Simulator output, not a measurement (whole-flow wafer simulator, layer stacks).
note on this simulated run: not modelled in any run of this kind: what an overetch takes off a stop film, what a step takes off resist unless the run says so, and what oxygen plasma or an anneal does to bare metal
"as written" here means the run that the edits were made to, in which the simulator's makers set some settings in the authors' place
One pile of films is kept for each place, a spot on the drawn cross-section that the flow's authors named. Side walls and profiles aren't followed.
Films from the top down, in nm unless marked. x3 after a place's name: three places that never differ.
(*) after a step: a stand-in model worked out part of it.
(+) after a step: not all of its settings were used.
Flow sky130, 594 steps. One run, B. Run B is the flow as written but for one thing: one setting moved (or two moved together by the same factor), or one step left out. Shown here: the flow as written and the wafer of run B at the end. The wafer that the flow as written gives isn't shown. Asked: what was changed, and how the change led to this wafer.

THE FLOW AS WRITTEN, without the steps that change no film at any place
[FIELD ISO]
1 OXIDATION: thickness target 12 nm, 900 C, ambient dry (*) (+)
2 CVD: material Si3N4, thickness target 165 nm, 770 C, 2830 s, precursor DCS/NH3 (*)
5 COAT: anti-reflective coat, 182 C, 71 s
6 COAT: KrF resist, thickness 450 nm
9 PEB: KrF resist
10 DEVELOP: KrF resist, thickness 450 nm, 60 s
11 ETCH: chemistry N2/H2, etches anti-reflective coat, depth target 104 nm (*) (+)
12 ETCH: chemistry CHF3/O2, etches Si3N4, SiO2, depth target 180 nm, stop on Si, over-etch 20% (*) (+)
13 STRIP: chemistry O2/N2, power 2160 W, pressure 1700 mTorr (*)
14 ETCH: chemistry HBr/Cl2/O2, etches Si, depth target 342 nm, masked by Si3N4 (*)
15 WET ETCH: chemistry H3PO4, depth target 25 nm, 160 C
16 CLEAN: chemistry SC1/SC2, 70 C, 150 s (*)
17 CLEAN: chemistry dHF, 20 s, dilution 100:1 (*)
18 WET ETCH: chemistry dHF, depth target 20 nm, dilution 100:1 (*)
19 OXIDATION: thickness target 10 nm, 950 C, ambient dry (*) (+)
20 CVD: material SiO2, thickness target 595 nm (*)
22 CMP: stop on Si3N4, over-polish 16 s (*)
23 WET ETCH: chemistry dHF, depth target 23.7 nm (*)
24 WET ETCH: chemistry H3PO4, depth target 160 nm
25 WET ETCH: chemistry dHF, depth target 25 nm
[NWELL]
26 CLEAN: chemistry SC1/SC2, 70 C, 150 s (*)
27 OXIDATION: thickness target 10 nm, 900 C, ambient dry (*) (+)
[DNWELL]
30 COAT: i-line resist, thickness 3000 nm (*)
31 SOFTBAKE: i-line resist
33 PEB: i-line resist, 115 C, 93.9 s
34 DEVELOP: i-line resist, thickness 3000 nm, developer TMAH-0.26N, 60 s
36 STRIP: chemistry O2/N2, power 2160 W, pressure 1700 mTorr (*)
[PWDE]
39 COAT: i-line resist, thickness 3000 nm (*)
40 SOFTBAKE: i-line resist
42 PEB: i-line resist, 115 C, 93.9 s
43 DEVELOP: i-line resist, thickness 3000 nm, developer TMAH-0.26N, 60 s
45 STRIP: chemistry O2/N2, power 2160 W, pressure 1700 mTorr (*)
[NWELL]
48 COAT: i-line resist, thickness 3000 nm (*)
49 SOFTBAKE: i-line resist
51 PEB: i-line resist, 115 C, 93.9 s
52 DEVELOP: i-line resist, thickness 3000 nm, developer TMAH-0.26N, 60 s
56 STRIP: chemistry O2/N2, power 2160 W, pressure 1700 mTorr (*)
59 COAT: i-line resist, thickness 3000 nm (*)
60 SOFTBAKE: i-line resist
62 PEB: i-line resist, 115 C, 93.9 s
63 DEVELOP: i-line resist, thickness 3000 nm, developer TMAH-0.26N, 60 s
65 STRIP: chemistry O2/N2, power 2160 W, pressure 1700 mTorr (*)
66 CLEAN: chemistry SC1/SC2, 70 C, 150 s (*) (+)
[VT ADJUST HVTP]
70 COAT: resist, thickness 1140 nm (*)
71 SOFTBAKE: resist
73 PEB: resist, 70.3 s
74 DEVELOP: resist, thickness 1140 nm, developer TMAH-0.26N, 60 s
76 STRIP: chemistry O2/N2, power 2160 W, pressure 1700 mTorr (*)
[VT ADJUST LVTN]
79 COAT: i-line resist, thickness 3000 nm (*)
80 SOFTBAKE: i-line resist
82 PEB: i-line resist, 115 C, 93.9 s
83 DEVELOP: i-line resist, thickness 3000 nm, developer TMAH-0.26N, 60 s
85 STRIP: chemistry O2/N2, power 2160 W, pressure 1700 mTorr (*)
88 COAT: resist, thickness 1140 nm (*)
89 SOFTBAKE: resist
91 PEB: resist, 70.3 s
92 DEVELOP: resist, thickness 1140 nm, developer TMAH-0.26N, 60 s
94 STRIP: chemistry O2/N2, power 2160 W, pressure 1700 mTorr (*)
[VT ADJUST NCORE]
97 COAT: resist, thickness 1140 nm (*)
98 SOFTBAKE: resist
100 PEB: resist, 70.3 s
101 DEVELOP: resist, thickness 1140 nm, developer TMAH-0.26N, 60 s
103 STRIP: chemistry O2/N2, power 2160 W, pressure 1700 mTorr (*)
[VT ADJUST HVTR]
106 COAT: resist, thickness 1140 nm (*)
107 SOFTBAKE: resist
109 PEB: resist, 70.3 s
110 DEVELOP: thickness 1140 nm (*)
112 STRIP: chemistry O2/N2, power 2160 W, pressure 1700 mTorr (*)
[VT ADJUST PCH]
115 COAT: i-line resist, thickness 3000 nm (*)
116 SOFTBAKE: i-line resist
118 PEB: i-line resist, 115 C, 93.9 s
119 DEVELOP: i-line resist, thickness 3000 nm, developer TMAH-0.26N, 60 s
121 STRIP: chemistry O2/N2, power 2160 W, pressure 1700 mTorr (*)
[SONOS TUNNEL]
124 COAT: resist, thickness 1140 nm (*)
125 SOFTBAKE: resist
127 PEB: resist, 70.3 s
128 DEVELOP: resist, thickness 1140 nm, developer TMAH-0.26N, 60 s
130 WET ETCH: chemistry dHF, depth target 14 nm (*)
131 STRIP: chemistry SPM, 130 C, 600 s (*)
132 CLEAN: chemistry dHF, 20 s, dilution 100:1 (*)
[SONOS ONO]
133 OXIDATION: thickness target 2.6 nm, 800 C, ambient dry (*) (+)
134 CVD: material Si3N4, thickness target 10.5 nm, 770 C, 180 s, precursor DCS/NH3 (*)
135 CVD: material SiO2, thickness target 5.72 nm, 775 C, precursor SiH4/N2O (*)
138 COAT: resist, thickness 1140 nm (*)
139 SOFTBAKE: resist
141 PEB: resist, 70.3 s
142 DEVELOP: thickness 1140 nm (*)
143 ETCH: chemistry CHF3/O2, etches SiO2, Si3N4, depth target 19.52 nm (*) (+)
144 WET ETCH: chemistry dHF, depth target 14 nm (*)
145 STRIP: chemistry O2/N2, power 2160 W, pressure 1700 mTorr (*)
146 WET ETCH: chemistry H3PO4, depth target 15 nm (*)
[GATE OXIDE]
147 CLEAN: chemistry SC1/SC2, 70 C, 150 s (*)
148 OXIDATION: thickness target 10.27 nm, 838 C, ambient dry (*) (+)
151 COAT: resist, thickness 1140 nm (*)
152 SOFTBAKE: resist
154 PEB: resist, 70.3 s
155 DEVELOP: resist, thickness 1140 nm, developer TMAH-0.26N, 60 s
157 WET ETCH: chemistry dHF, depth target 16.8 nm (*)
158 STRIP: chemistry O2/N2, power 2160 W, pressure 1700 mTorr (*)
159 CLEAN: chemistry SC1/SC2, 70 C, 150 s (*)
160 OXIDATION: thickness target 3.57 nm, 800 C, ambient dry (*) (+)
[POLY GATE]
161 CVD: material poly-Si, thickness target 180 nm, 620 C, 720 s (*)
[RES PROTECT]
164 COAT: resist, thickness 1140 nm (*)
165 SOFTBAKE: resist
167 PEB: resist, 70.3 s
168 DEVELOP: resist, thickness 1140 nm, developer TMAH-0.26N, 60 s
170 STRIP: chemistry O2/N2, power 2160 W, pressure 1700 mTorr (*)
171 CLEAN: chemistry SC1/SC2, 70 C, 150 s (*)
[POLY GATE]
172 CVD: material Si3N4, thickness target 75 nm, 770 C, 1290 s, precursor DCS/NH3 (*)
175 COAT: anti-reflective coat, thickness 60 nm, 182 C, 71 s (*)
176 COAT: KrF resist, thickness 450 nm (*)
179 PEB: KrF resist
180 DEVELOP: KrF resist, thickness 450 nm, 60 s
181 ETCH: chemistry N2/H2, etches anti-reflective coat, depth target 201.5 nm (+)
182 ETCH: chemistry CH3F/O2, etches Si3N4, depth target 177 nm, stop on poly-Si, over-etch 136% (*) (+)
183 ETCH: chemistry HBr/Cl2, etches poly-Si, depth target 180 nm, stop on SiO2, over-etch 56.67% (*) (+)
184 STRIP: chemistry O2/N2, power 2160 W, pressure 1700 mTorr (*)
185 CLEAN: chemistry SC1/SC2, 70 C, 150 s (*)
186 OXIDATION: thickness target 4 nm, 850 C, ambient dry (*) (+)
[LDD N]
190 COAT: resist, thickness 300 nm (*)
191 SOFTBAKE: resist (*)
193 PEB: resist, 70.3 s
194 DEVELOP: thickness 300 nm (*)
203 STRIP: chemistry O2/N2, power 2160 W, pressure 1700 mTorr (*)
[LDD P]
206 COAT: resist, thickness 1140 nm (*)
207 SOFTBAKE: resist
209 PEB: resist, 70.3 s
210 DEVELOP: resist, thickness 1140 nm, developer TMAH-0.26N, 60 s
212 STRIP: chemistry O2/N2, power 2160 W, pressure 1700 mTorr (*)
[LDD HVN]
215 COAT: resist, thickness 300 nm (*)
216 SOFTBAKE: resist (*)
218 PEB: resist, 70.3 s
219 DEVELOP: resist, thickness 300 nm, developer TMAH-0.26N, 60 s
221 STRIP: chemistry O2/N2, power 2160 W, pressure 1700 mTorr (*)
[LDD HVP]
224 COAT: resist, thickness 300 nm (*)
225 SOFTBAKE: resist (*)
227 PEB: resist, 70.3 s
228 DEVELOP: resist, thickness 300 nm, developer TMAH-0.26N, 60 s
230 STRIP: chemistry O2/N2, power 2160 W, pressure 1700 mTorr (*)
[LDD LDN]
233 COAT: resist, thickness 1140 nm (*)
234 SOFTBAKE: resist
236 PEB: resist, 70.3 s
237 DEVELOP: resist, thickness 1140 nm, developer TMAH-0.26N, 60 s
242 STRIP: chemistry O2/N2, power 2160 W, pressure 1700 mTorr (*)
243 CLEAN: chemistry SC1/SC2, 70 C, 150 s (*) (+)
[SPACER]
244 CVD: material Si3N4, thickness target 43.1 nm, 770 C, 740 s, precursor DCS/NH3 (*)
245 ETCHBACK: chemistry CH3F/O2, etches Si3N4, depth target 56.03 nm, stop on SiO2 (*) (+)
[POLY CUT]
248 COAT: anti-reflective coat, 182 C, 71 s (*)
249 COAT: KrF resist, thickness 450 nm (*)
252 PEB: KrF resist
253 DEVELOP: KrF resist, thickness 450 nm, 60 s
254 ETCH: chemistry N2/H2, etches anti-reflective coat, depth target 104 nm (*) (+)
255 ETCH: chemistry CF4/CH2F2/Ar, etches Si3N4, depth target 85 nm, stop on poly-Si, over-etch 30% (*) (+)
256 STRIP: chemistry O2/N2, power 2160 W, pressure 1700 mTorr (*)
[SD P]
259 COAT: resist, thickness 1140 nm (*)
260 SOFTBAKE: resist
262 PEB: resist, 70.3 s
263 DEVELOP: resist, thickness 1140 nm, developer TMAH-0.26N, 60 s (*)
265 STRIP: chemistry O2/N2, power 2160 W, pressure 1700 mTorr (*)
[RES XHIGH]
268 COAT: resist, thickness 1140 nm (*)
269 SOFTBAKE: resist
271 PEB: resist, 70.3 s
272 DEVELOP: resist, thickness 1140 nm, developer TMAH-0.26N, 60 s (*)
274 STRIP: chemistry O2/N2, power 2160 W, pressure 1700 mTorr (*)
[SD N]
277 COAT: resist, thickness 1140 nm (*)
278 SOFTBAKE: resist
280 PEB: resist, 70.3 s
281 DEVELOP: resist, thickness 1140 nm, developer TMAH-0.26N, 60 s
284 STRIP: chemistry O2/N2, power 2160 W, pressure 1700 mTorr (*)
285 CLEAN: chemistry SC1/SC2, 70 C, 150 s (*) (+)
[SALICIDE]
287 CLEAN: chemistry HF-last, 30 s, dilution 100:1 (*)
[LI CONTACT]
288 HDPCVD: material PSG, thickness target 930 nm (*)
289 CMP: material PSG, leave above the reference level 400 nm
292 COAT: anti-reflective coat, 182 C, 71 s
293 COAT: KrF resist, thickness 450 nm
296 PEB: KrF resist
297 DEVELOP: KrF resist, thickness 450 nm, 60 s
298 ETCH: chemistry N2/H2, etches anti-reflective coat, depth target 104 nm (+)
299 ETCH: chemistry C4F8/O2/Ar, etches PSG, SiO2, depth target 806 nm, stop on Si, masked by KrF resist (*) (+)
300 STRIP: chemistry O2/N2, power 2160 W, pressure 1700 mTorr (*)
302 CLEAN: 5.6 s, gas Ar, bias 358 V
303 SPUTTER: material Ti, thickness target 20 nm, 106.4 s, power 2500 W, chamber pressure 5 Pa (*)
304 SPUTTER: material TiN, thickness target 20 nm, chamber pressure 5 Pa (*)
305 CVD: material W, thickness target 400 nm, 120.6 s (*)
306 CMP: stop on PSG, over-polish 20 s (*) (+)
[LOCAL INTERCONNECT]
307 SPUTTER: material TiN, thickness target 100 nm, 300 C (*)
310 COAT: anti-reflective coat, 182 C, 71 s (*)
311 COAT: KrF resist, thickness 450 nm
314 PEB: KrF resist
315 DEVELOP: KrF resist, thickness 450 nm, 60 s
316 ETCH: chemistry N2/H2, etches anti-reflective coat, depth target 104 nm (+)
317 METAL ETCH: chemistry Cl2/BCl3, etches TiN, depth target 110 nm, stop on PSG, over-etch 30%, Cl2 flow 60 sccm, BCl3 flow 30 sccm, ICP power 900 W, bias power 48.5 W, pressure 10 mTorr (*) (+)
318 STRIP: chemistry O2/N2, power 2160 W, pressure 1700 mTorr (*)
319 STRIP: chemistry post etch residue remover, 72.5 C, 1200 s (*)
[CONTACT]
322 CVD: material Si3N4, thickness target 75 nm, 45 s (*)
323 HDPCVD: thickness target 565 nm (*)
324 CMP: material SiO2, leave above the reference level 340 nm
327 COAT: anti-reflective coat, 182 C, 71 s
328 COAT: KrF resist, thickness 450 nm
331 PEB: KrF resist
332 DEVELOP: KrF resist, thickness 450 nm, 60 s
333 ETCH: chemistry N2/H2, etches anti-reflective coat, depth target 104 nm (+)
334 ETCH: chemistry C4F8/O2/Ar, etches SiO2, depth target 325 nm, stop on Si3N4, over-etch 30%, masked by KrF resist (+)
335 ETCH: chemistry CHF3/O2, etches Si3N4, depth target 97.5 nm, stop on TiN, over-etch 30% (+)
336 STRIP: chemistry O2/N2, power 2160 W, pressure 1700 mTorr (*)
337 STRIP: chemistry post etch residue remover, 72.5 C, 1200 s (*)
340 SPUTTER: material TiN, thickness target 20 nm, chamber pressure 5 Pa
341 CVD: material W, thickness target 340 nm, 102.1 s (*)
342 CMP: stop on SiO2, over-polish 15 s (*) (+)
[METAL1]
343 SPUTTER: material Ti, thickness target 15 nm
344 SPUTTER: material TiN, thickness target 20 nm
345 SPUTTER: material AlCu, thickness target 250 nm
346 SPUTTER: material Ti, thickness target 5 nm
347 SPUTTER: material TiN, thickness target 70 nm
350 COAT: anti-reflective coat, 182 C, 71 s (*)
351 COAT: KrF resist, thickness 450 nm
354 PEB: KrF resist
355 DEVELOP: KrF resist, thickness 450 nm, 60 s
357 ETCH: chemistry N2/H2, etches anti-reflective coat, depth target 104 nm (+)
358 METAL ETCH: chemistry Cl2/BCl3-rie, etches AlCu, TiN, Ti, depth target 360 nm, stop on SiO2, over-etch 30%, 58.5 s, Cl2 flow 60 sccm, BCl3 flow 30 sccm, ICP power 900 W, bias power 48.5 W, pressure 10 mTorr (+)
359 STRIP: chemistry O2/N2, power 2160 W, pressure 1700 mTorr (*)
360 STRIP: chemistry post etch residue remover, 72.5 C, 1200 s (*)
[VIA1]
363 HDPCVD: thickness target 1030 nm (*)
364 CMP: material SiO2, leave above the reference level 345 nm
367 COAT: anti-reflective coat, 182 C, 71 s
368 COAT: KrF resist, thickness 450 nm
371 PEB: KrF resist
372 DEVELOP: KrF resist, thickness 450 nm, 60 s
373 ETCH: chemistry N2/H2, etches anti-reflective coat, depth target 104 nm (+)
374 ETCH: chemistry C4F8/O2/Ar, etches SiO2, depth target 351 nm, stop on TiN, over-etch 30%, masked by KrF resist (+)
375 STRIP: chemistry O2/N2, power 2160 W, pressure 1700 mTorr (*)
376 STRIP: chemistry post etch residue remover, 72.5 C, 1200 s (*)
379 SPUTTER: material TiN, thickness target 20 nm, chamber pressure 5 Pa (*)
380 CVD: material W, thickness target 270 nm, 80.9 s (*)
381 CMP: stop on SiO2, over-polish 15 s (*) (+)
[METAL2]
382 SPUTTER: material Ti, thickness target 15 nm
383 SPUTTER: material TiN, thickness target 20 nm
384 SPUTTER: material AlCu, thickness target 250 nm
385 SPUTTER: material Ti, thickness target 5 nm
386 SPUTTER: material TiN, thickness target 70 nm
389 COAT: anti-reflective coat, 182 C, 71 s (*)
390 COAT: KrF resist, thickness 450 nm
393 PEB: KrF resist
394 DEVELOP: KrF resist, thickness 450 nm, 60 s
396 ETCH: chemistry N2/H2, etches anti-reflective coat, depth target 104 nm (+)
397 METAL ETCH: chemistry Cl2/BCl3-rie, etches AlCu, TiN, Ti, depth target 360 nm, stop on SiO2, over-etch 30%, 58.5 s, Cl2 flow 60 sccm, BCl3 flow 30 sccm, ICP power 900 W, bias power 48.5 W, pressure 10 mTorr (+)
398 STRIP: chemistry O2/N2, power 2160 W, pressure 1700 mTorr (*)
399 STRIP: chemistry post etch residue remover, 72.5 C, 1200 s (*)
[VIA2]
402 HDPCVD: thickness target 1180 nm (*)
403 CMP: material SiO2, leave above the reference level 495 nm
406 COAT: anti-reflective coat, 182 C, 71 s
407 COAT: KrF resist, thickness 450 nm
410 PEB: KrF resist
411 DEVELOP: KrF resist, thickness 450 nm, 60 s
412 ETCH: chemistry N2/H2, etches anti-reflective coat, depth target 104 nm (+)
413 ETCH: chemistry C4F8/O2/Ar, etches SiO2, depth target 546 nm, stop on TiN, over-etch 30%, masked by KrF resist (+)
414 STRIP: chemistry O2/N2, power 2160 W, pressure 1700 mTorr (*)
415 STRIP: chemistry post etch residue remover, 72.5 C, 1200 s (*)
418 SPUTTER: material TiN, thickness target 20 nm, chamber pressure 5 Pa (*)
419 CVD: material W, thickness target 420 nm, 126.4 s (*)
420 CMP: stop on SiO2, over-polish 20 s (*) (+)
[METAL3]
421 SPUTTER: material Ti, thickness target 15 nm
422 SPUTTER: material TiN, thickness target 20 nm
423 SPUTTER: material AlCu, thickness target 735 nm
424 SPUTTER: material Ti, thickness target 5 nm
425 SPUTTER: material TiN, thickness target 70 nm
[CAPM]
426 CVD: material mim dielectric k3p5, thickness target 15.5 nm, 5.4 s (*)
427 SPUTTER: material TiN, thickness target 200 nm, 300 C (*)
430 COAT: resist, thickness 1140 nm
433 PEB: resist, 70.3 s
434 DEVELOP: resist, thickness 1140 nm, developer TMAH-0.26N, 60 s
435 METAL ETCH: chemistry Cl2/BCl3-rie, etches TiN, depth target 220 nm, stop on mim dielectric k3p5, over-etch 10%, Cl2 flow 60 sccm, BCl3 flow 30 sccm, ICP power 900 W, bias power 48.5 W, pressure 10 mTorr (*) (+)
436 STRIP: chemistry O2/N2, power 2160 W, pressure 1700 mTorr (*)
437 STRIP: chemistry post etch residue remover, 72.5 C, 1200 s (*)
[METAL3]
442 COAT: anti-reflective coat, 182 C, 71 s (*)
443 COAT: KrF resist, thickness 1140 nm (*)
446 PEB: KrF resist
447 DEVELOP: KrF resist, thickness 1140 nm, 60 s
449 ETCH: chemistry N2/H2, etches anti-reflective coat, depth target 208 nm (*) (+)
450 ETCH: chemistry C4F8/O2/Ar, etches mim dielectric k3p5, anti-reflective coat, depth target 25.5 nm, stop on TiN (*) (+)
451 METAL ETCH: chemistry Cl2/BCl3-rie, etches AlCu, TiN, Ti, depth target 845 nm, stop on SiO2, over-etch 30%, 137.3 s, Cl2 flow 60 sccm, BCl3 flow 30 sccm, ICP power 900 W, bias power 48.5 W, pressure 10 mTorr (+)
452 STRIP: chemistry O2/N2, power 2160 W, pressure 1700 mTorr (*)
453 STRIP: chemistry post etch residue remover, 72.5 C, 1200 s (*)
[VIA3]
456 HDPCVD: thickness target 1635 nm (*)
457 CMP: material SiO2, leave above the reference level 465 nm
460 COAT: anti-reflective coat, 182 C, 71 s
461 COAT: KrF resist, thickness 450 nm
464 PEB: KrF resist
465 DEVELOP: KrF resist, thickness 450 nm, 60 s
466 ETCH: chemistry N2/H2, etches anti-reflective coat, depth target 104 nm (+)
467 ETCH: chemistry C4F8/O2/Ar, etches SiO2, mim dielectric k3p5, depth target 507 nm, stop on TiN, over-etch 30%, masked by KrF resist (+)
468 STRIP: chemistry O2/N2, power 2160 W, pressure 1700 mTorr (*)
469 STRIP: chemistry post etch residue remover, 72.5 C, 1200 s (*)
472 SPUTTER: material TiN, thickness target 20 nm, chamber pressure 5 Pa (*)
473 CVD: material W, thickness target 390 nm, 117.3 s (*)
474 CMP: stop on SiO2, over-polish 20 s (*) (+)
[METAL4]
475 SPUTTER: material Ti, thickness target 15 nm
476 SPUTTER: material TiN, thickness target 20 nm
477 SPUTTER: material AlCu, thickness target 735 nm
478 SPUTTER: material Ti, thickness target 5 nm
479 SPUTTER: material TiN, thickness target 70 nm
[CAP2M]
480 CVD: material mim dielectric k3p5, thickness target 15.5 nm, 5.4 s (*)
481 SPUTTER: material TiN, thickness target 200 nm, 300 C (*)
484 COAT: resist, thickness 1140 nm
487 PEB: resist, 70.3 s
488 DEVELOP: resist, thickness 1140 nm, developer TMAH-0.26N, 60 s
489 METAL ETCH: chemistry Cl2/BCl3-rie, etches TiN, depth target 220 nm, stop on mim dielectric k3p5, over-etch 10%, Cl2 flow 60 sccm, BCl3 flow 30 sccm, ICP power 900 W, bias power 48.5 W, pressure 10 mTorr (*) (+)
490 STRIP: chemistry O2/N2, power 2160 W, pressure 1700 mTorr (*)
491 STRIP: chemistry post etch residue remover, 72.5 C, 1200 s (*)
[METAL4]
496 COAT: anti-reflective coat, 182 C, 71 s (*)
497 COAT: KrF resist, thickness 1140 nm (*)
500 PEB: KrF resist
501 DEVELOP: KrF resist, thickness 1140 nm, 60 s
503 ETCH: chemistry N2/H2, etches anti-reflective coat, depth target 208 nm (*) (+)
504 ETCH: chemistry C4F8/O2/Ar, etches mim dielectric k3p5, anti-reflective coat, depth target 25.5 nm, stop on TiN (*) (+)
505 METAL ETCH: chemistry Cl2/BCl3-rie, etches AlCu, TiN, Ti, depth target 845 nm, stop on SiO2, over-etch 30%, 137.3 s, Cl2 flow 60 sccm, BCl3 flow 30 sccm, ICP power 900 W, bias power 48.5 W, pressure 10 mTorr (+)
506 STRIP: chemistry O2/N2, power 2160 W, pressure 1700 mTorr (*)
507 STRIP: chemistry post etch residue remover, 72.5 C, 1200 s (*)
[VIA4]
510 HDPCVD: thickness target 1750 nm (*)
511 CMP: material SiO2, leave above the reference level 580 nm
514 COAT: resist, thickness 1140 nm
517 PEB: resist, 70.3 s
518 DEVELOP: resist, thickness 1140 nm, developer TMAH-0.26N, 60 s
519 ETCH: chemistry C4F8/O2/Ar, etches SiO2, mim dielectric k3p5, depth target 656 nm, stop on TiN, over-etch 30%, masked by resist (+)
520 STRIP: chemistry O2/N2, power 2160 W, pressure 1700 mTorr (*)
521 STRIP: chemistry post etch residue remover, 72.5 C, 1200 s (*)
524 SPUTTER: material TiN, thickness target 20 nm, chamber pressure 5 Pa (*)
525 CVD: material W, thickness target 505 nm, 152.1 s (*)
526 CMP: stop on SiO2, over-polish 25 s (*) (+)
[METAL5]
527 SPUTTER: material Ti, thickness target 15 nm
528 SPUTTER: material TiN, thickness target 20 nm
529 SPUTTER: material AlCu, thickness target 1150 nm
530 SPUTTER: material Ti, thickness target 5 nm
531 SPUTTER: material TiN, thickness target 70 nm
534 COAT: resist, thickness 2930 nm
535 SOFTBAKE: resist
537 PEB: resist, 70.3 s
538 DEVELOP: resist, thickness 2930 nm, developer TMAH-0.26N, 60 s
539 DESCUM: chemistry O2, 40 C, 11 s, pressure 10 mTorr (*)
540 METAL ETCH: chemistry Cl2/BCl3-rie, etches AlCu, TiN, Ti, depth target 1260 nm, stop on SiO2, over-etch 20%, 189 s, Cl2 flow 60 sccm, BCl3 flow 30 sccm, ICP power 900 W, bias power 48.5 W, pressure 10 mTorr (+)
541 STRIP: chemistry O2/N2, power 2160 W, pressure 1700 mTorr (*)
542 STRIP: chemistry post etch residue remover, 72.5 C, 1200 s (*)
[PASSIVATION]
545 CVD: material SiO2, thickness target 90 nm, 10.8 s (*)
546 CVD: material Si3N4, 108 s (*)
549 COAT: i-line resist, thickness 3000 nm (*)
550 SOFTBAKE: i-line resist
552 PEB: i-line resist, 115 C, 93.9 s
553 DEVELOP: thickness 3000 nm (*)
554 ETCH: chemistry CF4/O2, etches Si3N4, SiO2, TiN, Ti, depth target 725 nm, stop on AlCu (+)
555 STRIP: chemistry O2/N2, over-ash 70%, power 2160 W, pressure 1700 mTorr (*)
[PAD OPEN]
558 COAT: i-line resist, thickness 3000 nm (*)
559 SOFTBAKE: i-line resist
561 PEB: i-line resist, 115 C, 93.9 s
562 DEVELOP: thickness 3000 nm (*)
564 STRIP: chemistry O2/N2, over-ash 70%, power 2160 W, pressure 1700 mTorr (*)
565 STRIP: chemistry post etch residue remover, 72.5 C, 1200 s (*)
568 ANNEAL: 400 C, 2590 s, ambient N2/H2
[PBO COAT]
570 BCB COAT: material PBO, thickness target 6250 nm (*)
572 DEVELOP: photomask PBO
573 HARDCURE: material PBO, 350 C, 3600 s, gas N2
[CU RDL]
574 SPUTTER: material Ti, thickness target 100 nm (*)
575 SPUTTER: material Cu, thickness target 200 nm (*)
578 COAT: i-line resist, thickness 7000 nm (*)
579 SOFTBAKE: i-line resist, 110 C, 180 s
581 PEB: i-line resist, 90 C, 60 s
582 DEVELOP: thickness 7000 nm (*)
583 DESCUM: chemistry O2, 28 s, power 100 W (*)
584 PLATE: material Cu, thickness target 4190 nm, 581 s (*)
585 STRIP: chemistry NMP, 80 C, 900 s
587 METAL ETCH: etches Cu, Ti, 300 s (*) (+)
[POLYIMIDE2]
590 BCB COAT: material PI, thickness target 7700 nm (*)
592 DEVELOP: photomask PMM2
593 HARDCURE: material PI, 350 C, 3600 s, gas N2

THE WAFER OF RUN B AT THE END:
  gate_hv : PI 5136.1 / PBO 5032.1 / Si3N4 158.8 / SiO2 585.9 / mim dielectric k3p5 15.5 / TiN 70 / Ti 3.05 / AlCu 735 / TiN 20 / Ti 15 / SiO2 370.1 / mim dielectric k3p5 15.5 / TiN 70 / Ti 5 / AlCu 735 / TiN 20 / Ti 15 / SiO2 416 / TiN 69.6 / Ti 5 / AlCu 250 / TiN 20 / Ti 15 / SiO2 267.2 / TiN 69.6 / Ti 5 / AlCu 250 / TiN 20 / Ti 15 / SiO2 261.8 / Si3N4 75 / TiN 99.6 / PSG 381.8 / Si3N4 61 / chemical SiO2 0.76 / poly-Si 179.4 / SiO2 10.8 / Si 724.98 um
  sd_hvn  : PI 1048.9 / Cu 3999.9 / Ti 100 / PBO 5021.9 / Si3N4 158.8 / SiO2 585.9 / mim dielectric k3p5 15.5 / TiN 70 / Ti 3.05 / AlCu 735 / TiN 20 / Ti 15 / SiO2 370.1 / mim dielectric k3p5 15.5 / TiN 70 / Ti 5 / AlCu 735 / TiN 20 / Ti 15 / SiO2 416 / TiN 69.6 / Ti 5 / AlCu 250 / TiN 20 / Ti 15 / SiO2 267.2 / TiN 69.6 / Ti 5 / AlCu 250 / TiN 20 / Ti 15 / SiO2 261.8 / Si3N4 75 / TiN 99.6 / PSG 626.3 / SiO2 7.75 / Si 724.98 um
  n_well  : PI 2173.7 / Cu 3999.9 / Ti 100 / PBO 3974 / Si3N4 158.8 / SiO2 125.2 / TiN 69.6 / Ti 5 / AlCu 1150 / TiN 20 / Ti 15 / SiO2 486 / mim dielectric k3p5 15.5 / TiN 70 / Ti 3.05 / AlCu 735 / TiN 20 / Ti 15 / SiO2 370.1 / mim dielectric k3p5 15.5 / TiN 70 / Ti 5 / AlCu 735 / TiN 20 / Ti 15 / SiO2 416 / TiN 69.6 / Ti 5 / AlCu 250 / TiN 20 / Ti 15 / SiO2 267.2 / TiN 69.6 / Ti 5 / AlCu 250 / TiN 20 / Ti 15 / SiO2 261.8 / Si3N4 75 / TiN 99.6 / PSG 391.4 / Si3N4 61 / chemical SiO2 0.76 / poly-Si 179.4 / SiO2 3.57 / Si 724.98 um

The cause: step 478, SPUTTER: thickness target 3.05 nm was run, where the flow has thickness target 5 nm.
It can be read off the wafer: gate_hv has Ti 3.05, and step 478 as written asks for 5 nm.

How the change led to this, step by step:
  478 SPUTTER: material Ti, thickness target 5 nm
      field, active, n_well and 189 more: Ti +3.05 (new film) (as written it would be: Ti +5 (new film))
  505 METAL ETCH: chemistry Cl2/BCl3-rie, etches AlCu, TiN, Ti, depth target 845 nm, stop on SiO2, over-etch 30%, 137.3 s, Cl2 flow 60 sccm, BCl3 flow 30 sccm, ICP power 900 W, bias power 48.5 W, pressure 10 mTorr (+)
      field, gate, spacer and 68 more: TiN -70 (all of it), Ti -3.05 (all of it), AlCu -735 (all of it), TiN -20 (all of it), Ti -15 (all of it), SiO2 -25.5 (as written it would be: TiN -70 (all of it), Ti -5 (all of it), AlCu -735 (all of it), TiN -20 (all of it), Ti -15 (all of it), SiO2 -25.4)
      active, vpp_iso1, mim_edge_plate and 14 more: TiN -70 (all of it), Ti -3.05 (all of it), AlCu -735 (all of it), TiN -20 (all of it), Ti -15 (all of it), SiO2 -25.5 (as written it would be: TiN -70 (all of it), Ti -5 (all of it), AlCu -735 (all of it), TiN -20 (all of it), Ti -15 (all of it), SiO2 -25.3)
